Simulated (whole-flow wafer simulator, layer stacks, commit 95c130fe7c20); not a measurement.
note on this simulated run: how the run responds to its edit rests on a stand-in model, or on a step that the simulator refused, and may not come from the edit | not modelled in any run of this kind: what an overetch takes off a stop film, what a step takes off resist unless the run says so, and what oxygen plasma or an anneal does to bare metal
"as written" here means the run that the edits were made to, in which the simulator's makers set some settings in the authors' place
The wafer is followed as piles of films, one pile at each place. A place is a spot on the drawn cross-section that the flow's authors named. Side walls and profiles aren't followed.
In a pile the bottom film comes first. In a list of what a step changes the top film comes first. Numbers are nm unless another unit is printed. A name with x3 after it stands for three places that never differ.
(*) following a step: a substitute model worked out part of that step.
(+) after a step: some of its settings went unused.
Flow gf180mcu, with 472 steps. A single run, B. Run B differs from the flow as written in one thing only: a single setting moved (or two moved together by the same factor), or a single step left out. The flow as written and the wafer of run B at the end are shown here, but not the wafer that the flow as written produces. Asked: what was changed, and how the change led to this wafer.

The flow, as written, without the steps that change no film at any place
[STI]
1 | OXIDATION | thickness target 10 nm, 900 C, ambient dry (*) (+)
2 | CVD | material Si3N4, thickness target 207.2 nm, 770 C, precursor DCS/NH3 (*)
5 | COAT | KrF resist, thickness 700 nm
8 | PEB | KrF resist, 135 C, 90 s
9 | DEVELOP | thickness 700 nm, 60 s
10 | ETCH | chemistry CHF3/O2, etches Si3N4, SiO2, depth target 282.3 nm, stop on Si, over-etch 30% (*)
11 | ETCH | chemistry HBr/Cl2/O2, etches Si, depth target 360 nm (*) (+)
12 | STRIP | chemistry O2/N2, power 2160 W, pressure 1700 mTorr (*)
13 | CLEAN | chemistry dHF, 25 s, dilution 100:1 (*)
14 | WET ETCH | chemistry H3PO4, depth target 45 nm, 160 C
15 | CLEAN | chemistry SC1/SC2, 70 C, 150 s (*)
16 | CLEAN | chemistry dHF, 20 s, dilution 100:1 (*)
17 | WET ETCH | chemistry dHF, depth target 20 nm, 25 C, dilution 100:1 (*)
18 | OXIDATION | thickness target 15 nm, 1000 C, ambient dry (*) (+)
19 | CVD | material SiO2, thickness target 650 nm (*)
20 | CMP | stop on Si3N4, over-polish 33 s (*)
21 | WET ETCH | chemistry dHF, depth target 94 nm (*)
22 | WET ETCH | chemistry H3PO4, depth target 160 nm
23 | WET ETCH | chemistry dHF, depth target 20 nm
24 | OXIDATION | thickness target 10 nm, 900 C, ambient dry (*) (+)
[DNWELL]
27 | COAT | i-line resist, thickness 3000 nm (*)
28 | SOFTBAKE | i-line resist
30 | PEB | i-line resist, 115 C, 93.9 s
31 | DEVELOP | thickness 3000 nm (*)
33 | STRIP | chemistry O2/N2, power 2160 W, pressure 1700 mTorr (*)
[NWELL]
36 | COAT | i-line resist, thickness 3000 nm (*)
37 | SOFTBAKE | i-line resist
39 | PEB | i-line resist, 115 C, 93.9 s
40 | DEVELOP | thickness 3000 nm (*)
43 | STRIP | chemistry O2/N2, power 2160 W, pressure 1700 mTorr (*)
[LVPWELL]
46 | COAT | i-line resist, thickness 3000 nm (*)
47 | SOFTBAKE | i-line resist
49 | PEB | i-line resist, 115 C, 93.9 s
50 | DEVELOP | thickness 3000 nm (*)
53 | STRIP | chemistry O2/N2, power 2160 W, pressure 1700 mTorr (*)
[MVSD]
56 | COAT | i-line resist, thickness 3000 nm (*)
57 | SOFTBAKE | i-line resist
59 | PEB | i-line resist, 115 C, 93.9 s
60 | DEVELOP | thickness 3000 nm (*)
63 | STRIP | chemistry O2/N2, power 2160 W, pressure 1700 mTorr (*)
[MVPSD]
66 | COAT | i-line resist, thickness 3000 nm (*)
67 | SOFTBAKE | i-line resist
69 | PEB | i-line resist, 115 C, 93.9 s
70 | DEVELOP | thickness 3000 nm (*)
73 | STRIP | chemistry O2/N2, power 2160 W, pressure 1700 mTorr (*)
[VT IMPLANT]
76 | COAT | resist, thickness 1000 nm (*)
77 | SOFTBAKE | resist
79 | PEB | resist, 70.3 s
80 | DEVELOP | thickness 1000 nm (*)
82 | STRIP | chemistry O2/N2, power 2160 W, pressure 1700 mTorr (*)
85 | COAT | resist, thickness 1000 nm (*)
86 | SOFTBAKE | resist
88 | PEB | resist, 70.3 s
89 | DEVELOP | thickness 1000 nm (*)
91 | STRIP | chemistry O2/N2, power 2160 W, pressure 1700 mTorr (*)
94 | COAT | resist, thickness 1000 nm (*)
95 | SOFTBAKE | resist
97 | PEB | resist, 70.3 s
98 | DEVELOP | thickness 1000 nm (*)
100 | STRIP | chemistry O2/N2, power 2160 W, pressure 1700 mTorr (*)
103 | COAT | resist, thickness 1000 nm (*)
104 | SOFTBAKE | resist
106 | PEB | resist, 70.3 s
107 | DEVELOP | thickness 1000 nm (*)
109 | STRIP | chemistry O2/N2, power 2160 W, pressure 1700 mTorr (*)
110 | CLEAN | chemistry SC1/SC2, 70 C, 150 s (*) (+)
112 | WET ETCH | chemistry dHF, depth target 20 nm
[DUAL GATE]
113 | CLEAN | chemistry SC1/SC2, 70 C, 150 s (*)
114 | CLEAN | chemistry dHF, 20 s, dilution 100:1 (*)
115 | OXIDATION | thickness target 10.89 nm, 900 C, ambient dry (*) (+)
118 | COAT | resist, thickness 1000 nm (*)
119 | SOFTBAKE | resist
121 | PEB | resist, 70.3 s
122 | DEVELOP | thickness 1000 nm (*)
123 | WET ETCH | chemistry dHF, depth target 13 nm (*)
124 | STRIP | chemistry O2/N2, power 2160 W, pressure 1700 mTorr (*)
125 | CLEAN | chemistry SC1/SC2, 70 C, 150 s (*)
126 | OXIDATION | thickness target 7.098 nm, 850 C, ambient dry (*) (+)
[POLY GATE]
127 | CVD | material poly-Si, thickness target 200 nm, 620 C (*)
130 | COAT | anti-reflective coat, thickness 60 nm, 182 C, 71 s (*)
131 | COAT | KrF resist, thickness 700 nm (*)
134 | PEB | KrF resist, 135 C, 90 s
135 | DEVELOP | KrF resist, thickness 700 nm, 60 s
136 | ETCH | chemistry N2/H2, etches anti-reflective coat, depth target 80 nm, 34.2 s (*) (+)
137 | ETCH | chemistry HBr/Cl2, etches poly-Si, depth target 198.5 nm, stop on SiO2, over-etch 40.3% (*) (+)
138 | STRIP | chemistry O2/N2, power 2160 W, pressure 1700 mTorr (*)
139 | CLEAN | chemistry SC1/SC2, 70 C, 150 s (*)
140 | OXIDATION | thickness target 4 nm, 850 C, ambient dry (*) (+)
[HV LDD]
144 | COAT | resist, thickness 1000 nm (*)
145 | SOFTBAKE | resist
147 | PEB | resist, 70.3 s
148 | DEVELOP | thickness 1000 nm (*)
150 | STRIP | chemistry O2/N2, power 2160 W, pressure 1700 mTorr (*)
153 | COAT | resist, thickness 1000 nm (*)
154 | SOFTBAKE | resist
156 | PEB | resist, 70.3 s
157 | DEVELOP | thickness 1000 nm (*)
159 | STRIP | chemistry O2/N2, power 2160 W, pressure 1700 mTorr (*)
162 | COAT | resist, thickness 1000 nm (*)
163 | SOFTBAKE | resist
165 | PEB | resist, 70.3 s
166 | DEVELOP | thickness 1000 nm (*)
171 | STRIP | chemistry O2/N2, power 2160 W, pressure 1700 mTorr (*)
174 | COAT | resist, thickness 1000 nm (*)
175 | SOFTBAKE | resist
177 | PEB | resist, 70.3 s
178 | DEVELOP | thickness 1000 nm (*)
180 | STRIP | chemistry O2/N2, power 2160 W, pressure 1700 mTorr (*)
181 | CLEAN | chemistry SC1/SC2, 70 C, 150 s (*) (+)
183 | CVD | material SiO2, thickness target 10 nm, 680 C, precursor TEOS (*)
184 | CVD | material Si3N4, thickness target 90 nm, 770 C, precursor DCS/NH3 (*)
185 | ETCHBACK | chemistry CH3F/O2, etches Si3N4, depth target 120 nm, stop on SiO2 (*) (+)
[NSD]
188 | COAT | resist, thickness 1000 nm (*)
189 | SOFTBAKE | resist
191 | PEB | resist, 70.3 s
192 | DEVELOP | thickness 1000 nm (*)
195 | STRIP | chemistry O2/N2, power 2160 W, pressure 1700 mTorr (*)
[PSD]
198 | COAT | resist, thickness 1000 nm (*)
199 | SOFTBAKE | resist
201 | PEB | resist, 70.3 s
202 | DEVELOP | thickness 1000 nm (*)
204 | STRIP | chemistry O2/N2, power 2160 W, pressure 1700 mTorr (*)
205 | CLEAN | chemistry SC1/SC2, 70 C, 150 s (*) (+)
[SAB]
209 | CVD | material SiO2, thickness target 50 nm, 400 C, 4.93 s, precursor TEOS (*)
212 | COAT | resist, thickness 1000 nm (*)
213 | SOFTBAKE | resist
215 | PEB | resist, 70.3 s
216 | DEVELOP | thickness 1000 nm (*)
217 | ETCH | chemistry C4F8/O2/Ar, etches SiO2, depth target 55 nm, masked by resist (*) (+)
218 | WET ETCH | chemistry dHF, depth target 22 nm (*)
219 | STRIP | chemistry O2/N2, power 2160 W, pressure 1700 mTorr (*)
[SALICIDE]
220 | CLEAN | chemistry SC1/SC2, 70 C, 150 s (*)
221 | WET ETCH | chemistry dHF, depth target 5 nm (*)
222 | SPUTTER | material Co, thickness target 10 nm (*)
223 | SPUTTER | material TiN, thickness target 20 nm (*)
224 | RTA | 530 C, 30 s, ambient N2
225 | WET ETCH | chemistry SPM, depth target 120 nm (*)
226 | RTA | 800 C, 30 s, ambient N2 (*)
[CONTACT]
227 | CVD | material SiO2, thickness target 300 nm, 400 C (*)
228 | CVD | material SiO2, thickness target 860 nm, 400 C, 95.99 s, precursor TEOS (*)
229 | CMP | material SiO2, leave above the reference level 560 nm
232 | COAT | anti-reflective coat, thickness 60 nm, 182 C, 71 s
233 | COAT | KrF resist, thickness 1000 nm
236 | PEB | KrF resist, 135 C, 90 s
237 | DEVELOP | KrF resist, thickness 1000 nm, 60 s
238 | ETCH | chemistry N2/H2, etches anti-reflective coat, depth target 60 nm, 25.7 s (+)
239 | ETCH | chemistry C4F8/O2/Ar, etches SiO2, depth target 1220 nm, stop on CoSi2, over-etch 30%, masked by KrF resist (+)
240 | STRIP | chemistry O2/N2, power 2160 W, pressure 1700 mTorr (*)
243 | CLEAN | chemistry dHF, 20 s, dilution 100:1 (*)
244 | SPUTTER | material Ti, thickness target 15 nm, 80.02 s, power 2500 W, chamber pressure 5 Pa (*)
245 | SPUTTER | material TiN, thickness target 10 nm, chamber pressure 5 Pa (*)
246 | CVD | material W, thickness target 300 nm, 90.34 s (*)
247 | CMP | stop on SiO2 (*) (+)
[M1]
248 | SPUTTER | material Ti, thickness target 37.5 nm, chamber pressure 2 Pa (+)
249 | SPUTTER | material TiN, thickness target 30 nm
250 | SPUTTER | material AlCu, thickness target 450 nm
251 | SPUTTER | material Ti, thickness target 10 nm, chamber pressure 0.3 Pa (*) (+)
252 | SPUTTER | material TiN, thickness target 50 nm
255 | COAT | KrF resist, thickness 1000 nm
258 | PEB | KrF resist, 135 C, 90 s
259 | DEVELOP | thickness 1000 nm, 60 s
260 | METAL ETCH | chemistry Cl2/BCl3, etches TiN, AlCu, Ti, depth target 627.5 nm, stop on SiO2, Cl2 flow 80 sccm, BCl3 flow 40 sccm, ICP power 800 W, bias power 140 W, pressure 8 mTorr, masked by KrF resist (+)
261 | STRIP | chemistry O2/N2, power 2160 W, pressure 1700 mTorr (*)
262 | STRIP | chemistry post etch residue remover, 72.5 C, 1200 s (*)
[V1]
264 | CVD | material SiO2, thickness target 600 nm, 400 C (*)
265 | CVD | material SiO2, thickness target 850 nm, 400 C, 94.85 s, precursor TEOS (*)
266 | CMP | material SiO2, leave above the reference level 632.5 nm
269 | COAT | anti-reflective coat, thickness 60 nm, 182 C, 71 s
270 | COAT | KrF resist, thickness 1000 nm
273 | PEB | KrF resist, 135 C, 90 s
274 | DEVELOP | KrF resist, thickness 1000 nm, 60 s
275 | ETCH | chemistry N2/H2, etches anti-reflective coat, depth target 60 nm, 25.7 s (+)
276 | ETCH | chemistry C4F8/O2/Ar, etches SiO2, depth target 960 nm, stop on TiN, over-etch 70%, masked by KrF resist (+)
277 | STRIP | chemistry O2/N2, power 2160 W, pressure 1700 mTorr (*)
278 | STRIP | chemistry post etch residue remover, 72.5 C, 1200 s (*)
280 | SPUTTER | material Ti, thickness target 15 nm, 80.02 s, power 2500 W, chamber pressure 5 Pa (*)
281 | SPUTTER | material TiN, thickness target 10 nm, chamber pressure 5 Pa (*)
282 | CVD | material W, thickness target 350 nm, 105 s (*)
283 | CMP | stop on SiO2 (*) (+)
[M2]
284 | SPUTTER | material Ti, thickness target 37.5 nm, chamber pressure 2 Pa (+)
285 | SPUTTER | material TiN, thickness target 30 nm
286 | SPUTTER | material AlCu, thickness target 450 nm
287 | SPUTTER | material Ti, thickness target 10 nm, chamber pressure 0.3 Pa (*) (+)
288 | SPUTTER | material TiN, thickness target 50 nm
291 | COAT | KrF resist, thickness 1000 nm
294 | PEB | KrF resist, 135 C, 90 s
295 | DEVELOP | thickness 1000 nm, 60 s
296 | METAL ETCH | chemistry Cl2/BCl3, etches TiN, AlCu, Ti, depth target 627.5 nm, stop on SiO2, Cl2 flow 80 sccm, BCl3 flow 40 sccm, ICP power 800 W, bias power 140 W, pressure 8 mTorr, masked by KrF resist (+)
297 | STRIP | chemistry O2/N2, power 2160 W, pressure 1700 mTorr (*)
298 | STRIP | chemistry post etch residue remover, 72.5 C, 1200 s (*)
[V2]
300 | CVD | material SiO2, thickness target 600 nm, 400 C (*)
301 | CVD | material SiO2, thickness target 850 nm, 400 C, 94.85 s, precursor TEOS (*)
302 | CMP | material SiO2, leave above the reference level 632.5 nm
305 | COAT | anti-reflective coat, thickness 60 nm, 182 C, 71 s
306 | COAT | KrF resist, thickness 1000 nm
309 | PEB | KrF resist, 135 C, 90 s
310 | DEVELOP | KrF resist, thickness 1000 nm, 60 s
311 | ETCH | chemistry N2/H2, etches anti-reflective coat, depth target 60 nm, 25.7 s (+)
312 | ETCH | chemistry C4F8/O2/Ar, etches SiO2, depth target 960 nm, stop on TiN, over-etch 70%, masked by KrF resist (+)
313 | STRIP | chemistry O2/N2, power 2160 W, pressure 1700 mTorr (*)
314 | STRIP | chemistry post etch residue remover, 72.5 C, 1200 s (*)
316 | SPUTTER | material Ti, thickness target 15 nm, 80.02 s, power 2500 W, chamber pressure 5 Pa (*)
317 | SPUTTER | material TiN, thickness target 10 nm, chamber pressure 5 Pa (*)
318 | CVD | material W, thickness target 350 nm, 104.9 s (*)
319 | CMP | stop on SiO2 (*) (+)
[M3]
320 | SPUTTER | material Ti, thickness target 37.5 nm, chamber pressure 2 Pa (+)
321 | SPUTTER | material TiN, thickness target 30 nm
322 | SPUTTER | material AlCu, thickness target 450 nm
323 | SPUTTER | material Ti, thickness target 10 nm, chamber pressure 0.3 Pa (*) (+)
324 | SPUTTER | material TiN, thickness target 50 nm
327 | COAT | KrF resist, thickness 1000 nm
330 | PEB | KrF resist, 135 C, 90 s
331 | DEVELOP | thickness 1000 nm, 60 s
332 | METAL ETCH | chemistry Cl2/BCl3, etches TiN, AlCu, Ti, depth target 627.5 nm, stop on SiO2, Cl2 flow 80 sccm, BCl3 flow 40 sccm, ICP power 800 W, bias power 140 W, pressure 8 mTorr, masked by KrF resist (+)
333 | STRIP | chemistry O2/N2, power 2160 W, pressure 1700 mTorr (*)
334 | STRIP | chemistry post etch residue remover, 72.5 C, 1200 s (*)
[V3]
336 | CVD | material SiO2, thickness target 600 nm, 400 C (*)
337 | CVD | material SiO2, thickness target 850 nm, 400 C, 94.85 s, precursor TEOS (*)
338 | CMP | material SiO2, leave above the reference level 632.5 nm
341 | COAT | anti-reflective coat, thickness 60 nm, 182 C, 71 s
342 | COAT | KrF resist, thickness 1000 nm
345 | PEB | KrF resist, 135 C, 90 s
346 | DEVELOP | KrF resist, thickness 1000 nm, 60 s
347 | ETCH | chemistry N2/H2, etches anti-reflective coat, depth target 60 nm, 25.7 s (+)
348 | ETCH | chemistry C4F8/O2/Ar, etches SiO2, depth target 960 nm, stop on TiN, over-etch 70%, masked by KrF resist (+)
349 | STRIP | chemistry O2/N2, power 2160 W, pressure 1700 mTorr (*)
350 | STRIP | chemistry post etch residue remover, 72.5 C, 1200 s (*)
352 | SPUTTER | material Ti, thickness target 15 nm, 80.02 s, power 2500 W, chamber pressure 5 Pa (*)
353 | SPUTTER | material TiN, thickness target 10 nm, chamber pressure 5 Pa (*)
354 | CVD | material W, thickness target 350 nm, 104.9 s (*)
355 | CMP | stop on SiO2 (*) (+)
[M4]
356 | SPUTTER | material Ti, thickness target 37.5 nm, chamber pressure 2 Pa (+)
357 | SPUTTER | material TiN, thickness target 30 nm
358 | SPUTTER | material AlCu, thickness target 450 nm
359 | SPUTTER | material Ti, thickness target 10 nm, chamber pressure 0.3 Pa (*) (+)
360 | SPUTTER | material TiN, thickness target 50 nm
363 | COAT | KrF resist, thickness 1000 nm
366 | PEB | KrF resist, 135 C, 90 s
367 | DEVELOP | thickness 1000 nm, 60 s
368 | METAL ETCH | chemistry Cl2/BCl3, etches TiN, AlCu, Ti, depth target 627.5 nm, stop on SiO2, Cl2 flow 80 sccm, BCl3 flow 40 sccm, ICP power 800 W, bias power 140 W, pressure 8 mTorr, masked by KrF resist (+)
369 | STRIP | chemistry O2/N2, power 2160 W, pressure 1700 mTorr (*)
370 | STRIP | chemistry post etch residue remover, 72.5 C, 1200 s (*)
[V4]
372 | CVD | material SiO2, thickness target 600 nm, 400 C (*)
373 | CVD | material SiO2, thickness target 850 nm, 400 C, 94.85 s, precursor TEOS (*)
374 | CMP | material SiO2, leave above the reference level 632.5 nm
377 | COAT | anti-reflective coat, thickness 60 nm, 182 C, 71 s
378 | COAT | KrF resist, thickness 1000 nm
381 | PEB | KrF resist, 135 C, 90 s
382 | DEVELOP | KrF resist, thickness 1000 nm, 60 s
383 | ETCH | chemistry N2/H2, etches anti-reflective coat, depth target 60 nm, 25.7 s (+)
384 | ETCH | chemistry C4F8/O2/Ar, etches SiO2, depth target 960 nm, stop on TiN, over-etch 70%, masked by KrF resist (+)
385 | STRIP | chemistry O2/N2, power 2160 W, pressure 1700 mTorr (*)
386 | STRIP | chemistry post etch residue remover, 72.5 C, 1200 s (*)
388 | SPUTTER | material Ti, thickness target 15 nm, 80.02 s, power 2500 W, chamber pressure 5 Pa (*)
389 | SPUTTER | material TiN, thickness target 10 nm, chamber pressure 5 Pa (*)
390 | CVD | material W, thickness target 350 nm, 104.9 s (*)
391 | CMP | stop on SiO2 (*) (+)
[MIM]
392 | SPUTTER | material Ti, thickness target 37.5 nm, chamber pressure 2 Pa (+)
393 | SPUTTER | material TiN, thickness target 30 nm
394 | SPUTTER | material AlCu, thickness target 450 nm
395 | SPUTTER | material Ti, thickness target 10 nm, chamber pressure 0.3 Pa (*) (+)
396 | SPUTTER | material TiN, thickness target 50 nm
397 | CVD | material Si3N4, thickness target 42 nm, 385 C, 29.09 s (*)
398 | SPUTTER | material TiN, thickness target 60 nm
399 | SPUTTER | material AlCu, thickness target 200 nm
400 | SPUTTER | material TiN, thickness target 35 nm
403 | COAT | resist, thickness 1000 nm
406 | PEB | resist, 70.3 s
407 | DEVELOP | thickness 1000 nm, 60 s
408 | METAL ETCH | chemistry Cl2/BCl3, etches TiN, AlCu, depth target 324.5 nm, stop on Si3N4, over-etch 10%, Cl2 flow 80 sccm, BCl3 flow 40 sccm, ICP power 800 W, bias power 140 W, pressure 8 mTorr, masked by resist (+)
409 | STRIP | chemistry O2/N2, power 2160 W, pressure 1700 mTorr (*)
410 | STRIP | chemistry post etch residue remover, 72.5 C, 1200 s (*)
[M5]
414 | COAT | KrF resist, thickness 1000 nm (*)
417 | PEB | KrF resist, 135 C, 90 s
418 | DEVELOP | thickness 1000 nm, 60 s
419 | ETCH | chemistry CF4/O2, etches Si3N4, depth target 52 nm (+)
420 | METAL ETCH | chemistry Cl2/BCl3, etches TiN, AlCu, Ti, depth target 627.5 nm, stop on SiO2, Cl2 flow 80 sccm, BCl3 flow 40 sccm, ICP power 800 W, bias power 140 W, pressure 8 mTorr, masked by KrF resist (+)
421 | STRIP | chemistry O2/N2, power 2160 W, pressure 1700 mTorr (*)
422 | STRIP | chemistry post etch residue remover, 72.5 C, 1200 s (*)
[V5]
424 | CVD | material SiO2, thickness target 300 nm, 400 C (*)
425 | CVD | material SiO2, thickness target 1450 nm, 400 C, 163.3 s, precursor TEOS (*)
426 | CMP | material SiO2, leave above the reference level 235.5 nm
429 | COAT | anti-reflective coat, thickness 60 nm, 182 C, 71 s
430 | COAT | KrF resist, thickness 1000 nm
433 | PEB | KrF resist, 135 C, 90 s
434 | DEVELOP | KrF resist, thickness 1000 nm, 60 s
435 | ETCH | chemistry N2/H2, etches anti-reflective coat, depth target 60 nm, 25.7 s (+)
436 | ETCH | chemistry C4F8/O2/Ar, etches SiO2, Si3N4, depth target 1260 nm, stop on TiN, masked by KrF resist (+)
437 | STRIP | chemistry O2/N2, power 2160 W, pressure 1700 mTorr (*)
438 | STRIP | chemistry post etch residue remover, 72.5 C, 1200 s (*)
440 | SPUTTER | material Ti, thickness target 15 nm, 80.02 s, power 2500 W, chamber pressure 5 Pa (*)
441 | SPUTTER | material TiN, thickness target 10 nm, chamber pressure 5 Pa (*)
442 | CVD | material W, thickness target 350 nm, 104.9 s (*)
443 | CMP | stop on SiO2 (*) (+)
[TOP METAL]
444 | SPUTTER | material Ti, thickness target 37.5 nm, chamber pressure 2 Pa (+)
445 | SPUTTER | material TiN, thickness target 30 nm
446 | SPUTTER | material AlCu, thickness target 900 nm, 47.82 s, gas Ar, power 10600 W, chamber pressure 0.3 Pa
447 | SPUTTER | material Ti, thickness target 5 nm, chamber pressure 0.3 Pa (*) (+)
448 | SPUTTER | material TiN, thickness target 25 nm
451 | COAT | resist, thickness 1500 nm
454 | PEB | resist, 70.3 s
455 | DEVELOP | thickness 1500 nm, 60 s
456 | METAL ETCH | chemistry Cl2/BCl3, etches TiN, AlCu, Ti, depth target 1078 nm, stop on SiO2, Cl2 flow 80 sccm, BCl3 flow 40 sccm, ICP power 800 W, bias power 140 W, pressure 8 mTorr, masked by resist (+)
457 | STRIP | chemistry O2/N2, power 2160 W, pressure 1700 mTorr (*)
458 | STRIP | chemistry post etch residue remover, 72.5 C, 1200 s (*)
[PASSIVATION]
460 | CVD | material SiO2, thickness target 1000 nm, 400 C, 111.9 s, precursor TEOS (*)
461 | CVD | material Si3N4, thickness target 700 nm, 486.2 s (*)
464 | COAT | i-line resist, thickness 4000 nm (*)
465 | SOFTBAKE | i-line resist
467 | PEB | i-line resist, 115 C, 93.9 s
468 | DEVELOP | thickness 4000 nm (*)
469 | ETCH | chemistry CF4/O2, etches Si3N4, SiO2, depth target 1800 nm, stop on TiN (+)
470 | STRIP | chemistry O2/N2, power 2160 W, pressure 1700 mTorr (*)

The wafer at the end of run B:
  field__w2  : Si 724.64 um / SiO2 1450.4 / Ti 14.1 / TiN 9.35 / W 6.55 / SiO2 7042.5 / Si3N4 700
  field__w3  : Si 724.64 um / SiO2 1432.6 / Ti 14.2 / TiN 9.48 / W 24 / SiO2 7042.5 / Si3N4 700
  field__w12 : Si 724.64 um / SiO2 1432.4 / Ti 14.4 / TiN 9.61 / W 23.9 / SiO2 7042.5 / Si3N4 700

Cause: step 229, CMP: leave above the reference level 857 nm was run, whereas the flow has leave above the reference level 560 nm.

The path from the change to this, step by step:
  229 | CMP | material SiO2, leave above the reference level 560 nm
      sti, mim_1p0, pad, dice_street, iso_nw_fld, iso_fld_sub: nothing (in the flow as written it would be: SiO2 loses 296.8)
      field, field__w10: nothing (in the flow as written it would be: SiO2 loses 286.8)
      (also at 103 further places)
  232 | COAT | anti-reflective coat, thickness 60 nm, 182 C, 71 s
      sti, mim_1p0, pad, dice_street: anti-reflective coat gains 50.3 (new film) (in the flow as written it would be: anti-reflective coat gains 60 (new film))
      p_well, spacer, sd_n: anti-reflective coat gains 50.1 (new film) (in the flow as written it would be: anti-reflective coat gains 60 (new film))
      (also at 61 further places)
  238 | ETCH | chemistry N2/H2, etches anti-reflective coat, depth target 60 nm, 25.7 s (+)
      contact: anti-reflective coat loses 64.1 (all of it), SiO2 loses 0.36 (in the flow as written it would be: anti-reflective coat loses 60 (all of it), SiO2 loses 0.46)
      polyc_n: anti-reflective coat loses 53.5 (all of it), SiO2 loses 0.63 (in the flow as written it would be: anti-reflective coat loses 60 (all of it), SiO2 loses 0.46)
      (also at 1 further place)
  239 | ETCH | chemistry C4F8/O2/Ar, etches SiO2, depth target 1220 nm, stop on CoSi2, over-etch 30%, masked by KrF resist (+)
      field, field__w1, field__w2 and 105 more: KrF resist loses 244 (in the flow as written it would be: KrF resist loses 223.5)
      polyc_n, polyc_p: SiO2 loses 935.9 (all of it) (in the flow as written it would be: SiO2 loses 639.1 (all of it))
      (also at 1 further place)
  240 | STRIP | chemistry O2/N2, power 2160 W, pressure 1700 mTorr (*)
      iso_fld_sub, ldn_tap, ldn_sep and 27 more: KrF resist loses 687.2 (all of it), anti-reflective coat loses 60 (all of it) (in the flow as written it would be: KrF resist loses 707.7 (all of it), anti-reflective coat loses 60 (all of it))
      sti, mim_1p0, pad, dice_street: KrF resist loses 689.6 (all of it), anti-reflective coat loses 50.3 (all of it) (in the flow as written it would be: KrF resist loses 707.7 (all of it), anti-reflective coat loses 60 (all of it))
      (also at 74 further places)
  244 | SPUTTER | material Ti, thickness target 15 nm, 80.02 s, power 2500 W, chamber pressure 5 Pa (*)
      field__w2: Ti gains 14.1 (new film) (in the flow as written it would be: Ti gains 15 (new film))
      field__w3: Ti gains 14.2 (new film) (in the flow as written it would be: Ti gains 15 (new film))
      (also at 2 further places)
  245 | SPUTTER | material TiN, thickness target 10 nm, chamber pressure 5 Pa (*)
      field__w2: TiN gains 9.35 (new film) (in the flow as written it would be: TiN gains 10 (new film))
      field__w3: TiN gains 9.48 (new film) (in the flow as written it would be: TiN gains 10 (new film))
      (also at 1 further place)
  246 | CVD | material W, thickness target 300 nm, 90.34 s (*)
      polyc_n, polyc_p: W gains 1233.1 (new film) (in the flow as written it would be: W gains 936.1 (new film))
      contact: W gains 1445.3 (new film) (in the flow as written it would be: W gains 1167.5 (new film))
  247 | CMP | stop on SiO2 (*) (+)
      field__w3, field__w12: W loses 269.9 (in the flow as written it would be: W loses 300 (all of it), TiN loses 10 (all of it), Ti loses 15 (all of it), SiO2 loses 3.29)
      field__w7, field__w8: W loses 300 (all of it), TiN loses 10 (all of it), Ti loses 9.4 (in the flow as written it would be: W loses 300 (all of it), TiN loses 10 (all of it), Ti loses 15 (all of it), SiO2 loses 3.29)
      (also at 105 further places)
  248 | SPUTTER | material Ti, thickness target 37.5 nm, chamber pressure 2 Pa (+)
      field, field__w1, field__w7 and 12 more: Ti gains 37.5 (in the flow as written it would be: Ti gains 37.5 (new film))
  260 | METAL ETCH | chemistry Cl2/BCl3, etches TiN, AlCu, Ti, depth target 627.5 nm, stop on SiO2, Cl2 flow 80 sccm, BCl3 flow 40 sccm, ICP power 800 W, bias power 140 W, pressure 8 mTorr, masked by KrF resist (+)
      field__w2, field__w3, field__w12, mim, ld_sd_n, nw_enc_fld_lv: TiN loses 50 (all of it), Ti loses 10 (all of it), AlCu loses 450 (all of it), TiN loses 30 (all of it), Ti loses 37.5 (all of it), W loses 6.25 (in the flow as written it would be: TiN loses 50 (all of it), Ti loses 10 (all of it), AlCu loses 450 (all of it), TiN loses 30 (all of it), Ti loses 37.5 (all of it))
      field_sub, field_sub__w2: TiN loses 50 (all of it), Ti loses 10 (all of it), AlCu loses 450 (all of it), TiN loses 30 (all of it), Ti loses 37.5 (all of it), W loses 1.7 (all of it), TiN loses 10 (all of it), Ti loses 15 (all of it), SiO2 loses 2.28 (in the flow as written it would be: TiN loses 50 (all of it), Ti loses 10 (all of it), AlCu loses 450 (all of it), TiN loses 30 (all of it), Ti loses 37.5 (all of it))
      (also at 17 further places)
  262 | STRIP | chemistry post etch residue remover, 72.5 C, 1200 s (*)
      field__w2, field__w3, field__w12, mim: W loses 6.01 (in the flow as written it would be: nothing)
      ld_sd_n: W loses 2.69 (all of it), TiN loses 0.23 (in the flow as written it would be: nothing)
      (also at 1 further place)
  264 | CVD | material SiO2, thickness target 600 nm, 400 C (*)
      field__w2, field__w3, field__w12, mim, ld_sd_n, nw_enc_fld_lv: SiO2 gains 600 (new film) (in the flow as written it would be: SiO2 gains 600)
  266 | CMP | material SiO2, leave above the reference level 632.5 nm
      field__w2, field__w3, field__w12, mim: SiO2 loses 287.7 (in the flow as written it would be: SiO2 loses 300)
      field_sub, field_sub__w2: SiO2 loses 271 (in the flow as written it would be: SiO2 loses 300)
      (also at 14 further places)
If metal films that touch count as one body, field__w2 has 1 body; the flow as written gives 0 bodies.
If metal films that touch count as one body, field__w3 has 1 body; the flow as written gives 0 bodies.
If metal films that touch count as one body, field__w12 has 1 body; the flow as written gives 0 bodies.
